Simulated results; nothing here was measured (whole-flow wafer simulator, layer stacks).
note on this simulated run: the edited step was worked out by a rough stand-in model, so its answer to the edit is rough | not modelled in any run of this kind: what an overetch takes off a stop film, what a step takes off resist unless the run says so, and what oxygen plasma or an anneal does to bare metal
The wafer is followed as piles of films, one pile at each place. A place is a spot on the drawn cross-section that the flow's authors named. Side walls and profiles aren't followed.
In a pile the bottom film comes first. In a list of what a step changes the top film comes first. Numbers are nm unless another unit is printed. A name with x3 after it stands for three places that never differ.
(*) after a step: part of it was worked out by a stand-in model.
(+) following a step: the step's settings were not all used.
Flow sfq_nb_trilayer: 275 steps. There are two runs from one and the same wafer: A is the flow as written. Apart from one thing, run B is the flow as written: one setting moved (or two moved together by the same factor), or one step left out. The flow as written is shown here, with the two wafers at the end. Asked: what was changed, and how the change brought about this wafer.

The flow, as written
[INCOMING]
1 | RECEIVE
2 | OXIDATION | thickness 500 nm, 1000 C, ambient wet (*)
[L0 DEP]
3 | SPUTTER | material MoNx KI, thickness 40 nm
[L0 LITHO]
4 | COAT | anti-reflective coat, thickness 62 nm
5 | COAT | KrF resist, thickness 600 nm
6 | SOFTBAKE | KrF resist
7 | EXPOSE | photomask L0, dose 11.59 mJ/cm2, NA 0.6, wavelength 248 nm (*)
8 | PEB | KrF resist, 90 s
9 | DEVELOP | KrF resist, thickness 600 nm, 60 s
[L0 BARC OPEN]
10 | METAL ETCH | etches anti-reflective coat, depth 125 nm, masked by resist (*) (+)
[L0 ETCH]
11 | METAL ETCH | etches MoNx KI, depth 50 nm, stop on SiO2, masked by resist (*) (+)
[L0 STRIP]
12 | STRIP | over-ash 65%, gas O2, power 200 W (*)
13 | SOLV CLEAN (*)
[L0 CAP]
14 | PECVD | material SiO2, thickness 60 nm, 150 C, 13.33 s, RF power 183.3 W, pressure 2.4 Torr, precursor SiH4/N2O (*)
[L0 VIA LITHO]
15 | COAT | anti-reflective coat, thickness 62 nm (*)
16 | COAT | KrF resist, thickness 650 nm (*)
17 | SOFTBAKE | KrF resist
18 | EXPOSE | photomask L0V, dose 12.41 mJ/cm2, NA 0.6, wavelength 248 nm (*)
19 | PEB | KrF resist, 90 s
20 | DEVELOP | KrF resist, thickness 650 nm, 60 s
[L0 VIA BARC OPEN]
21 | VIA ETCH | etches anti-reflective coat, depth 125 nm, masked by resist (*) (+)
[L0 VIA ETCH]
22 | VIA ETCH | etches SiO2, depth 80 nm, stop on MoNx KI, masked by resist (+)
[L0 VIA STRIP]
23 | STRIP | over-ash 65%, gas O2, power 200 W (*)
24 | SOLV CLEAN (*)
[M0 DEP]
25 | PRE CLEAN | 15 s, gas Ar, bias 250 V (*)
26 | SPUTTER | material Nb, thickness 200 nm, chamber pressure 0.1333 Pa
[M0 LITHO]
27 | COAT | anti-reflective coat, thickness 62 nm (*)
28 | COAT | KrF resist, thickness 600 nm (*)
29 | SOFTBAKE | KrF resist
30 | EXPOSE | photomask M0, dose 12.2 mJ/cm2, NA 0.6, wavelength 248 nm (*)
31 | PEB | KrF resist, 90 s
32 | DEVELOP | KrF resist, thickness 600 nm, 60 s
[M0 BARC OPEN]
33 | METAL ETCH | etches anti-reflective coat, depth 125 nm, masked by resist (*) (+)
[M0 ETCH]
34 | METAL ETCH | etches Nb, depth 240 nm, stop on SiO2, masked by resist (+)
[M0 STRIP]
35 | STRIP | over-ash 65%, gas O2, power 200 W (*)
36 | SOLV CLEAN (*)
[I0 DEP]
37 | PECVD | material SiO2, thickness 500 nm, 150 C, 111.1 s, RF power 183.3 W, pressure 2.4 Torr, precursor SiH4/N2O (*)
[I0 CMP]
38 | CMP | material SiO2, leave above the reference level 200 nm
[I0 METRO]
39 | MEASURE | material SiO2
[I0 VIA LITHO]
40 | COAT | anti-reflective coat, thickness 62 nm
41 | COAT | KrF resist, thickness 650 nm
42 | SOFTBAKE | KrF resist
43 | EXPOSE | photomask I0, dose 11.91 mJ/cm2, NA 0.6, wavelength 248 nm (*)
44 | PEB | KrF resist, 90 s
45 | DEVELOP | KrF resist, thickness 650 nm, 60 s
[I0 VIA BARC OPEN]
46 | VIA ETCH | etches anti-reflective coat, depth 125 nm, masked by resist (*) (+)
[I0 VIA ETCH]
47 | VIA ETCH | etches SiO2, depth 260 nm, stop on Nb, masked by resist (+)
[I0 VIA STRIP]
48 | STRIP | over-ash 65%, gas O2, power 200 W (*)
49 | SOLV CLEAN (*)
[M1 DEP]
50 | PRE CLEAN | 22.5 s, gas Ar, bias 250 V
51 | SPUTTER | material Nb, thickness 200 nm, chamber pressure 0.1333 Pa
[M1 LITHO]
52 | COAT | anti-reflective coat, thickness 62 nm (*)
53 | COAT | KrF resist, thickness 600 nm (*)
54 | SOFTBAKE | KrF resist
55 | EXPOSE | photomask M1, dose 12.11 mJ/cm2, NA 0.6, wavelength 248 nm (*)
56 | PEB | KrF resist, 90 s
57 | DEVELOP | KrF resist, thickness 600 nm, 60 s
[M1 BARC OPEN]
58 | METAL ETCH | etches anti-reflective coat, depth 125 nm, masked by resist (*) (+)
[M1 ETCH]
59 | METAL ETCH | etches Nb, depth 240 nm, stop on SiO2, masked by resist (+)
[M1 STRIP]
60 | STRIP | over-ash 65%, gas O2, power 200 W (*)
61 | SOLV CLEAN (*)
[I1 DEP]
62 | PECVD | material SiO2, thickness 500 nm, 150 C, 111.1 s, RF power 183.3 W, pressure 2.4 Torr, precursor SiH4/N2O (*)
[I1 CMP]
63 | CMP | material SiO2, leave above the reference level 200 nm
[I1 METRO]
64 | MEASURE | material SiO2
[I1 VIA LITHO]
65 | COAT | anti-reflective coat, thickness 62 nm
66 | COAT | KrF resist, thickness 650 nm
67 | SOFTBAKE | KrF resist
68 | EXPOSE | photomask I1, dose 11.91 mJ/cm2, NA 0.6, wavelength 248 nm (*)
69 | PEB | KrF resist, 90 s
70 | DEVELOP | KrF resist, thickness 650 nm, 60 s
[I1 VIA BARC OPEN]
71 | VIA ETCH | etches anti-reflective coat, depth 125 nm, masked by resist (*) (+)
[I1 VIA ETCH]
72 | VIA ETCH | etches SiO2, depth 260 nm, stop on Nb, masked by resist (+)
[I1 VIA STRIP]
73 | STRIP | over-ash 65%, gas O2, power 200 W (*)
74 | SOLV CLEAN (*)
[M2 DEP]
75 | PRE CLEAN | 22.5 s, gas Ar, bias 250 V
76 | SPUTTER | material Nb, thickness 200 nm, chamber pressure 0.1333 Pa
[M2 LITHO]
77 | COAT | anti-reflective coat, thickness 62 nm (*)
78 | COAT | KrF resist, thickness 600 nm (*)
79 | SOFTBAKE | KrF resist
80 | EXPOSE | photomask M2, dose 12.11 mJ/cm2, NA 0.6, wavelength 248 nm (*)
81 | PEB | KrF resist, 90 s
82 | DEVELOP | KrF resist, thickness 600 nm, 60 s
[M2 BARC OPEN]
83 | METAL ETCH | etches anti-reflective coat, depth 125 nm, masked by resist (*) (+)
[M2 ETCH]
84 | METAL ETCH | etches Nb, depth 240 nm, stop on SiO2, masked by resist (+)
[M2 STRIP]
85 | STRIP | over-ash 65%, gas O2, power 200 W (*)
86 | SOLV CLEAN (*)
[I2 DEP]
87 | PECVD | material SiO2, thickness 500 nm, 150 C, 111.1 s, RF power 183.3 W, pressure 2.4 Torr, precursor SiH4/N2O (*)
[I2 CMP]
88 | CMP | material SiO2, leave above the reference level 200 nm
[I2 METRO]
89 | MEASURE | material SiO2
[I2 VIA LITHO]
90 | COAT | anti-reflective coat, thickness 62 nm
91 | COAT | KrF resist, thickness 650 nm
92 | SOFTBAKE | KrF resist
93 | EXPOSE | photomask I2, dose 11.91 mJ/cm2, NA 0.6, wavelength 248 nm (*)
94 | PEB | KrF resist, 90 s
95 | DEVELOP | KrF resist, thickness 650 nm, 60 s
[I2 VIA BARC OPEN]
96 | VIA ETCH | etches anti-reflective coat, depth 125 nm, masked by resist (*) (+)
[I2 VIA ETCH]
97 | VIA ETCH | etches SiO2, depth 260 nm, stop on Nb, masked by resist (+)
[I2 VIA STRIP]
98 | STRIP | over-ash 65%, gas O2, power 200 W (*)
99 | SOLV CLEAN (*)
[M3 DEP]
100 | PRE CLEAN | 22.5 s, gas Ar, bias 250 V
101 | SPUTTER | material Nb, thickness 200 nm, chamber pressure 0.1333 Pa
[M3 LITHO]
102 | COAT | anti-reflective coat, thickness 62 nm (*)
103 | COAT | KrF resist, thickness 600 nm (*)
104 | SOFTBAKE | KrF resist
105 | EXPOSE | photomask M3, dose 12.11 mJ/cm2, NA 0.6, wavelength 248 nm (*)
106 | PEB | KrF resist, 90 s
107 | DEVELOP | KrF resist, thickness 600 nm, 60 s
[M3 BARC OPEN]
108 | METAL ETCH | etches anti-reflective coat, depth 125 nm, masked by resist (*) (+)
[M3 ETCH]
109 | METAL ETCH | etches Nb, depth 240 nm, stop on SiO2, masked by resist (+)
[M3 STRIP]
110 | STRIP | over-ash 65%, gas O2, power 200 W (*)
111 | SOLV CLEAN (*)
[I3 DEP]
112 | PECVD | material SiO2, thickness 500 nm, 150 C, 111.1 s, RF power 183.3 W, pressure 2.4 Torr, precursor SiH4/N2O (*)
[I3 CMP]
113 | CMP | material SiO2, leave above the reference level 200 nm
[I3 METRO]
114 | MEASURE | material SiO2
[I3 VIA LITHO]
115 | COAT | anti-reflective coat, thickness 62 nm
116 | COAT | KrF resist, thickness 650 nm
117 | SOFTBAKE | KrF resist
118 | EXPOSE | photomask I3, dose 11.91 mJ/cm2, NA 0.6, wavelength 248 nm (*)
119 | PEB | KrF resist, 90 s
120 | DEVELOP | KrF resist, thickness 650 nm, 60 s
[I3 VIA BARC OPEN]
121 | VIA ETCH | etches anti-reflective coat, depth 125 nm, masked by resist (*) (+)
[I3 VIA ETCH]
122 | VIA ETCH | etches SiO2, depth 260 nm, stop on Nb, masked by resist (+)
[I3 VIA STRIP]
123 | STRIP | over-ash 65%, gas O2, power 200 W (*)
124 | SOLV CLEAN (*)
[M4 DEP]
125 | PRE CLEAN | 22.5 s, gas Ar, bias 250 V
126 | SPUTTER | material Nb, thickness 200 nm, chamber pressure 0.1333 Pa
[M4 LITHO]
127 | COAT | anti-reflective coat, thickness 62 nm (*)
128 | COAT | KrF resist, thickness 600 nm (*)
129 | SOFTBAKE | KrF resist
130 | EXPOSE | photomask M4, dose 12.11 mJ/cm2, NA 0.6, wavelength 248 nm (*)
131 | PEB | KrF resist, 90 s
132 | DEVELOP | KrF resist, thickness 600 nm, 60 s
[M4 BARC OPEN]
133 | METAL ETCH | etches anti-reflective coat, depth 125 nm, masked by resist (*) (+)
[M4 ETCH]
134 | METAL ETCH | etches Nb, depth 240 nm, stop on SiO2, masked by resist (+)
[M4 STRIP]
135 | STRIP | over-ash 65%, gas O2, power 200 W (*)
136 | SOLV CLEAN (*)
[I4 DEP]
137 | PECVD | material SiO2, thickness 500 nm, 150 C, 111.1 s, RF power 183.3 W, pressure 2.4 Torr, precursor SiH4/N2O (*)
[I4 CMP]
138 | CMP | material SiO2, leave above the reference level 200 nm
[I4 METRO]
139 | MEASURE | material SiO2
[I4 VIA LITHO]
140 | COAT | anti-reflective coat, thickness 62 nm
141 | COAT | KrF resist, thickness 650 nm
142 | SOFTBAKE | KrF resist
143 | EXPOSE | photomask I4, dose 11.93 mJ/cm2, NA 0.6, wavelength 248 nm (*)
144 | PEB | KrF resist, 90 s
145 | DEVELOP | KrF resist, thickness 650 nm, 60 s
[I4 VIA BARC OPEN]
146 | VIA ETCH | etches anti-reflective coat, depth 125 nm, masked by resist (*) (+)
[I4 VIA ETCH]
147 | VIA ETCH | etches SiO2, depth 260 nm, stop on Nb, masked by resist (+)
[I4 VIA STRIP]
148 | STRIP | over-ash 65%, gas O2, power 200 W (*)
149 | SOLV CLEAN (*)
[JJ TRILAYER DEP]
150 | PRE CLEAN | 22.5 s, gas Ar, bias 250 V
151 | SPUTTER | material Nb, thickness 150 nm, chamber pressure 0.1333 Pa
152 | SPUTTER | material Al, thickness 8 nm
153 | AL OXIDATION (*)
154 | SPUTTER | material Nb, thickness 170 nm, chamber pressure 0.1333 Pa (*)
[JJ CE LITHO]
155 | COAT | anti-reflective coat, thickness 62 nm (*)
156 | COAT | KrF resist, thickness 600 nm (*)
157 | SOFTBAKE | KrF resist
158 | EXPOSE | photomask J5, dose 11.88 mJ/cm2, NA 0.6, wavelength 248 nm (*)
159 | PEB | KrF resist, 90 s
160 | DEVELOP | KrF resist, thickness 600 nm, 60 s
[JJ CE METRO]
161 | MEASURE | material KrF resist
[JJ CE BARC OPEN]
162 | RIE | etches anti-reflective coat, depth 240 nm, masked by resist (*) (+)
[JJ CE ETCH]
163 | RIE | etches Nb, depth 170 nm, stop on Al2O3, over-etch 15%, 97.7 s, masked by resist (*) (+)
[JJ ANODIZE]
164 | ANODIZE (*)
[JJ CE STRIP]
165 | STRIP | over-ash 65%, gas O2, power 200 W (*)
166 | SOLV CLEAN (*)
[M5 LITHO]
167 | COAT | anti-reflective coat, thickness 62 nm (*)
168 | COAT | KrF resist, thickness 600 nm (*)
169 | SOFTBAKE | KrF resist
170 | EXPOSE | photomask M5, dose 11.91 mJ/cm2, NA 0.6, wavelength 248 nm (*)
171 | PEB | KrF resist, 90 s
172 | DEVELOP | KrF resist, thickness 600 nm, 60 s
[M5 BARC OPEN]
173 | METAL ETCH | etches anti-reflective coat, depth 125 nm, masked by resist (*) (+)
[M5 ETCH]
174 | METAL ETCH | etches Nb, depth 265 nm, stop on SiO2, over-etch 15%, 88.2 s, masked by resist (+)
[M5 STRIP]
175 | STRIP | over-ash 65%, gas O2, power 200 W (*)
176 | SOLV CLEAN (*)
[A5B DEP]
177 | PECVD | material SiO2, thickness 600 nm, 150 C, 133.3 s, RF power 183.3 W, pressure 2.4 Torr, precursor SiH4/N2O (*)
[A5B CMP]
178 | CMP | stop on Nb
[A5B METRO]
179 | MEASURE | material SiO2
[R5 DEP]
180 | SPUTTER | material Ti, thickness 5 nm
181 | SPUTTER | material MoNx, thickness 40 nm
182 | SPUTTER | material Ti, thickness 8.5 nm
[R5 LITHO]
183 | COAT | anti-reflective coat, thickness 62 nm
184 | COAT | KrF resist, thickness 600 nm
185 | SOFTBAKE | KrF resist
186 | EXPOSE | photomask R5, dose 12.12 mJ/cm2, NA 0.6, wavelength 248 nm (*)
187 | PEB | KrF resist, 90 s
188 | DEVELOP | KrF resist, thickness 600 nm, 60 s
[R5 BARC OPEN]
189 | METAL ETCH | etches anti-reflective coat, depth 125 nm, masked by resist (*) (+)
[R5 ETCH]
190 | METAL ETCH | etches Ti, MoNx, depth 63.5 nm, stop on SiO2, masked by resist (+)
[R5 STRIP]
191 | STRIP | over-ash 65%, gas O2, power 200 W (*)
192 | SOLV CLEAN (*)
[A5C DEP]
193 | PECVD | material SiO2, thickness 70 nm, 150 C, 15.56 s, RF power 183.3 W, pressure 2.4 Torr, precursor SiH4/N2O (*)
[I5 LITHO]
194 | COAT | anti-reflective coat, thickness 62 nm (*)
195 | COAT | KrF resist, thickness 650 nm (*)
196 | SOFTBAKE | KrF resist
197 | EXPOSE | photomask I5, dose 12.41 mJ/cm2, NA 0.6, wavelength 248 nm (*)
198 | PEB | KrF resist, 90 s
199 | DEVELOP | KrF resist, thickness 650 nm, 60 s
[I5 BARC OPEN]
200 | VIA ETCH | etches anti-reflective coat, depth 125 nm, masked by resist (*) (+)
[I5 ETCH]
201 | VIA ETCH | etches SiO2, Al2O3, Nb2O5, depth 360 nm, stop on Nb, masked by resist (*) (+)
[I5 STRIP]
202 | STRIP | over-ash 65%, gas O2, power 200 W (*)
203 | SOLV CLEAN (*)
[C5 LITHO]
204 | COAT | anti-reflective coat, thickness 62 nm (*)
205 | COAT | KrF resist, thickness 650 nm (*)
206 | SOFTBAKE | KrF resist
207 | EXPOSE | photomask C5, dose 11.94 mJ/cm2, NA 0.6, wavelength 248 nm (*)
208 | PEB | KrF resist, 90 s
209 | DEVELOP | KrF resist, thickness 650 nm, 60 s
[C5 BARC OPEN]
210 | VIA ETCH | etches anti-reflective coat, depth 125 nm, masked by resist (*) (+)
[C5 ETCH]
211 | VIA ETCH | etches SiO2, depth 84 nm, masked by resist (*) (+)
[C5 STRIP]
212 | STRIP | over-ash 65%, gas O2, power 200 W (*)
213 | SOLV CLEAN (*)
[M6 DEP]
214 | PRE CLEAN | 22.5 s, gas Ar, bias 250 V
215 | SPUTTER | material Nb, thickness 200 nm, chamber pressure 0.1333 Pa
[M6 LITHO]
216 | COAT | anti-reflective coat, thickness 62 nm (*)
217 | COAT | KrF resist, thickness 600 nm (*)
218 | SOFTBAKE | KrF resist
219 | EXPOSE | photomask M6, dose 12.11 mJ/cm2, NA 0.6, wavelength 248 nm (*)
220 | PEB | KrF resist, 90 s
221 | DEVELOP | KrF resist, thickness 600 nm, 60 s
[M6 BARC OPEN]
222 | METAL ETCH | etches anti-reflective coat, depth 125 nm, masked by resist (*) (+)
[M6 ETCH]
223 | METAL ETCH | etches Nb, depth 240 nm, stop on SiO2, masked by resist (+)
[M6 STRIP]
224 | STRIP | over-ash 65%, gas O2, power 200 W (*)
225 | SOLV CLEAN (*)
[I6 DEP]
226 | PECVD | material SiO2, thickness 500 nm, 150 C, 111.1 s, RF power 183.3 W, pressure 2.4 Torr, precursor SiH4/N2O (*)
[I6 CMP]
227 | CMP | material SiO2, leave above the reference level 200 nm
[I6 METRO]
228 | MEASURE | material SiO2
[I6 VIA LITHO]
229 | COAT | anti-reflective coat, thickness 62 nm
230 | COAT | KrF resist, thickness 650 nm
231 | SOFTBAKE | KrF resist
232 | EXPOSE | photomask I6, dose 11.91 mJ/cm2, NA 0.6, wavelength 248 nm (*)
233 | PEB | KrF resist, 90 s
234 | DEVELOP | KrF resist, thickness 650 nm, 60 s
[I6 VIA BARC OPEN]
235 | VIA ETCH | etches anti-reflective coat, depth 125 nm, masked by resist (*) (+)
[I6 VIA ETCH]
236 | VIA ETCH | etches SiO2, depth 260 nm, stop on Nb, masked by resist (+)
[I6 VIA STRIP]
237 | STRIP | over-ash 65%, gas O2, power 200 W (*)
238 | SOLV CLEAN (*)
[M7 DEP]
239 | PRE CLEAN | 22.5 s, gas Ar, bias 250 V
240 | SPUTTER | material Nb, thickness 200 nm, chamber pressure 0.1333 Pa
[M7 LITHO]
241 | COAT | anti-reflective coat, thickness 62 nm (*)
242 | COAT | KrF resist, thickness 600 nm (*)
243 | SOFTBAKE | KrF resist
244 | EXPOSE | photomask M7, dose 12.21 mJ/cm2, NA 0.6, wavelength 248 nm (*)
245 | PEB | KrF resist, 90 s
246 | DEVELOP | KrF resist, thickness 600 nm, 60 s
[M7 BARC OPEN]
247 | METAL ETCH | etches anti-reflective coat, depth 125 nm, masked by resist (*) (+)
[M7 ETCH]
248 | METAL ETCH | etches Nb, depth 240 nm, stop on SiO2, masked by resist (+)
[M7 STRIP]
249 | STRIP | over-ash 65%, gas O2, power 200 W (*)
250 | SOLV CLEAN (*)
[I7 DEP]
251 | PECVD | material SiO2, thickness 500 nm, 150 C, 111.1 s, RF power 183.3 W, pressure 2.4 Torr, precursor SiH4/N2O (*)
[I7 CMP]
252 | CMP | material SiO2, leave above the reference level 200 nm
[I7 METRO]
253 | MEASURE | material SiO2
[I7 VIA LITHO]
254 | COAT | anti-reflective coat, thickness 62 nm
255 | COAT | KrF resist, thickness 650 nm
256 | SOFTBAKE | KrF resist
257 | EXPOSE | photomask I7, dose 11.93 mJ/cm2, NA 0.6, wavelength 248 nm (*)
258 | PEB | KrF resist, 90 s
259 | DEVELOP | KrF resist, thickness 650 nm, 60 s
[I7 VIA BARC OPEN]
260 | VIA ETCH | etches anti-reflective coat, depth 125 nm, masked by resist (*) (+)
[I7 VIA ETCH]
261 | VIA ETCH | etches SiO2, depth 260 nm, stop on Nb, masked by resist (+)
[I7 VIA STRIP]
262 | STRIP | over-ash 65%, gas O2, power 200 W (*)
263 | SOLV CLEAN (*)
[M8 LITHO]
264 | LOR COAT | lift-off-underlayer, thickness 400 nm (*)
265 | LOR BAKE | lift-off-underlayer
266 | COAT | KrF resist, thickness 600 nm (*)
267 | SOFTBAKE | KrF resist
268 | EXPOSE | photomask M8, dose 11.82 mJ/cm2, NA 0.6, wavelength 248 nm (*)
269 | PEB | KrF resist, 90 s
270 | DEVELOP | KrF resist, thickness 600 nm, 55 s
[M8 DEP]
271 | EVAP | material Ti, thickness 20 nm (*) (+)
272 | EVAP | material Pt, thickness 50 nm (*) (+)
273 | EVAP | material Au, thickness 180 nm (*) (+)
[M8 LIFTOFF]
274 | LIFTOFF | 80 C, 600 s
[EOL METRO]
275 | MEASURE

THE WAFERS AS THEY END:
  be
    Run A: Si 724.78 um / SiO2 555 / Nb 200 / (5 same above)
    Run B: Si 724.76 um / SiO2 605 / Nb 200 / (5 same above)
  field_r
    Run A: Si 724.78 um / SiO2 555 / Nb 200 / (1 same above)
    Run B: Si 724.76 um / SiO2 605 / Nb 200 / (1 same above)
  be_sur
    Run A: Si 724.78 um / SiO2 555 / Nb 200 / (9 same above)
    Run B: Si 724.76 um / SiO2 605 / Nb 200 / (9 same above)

Cause: step 2, OXIDATION: thickness 550 nm was run, while the flow as written has thickness 500 nm.

How this came from the change, step by step:
  2 | OXIDATION | thickness 500 nm, 1000 C, ambient wet (*)
      field_l, v_sur, via_wl and 103 more: A SiO2 gains 500 (new film), chemical SiO2 loses 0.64 (all of it), Si loses 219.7 | B SiO2 gains 550 (new film), chemical SiO2 loses 0.64 (all of it), Si loses 241.7
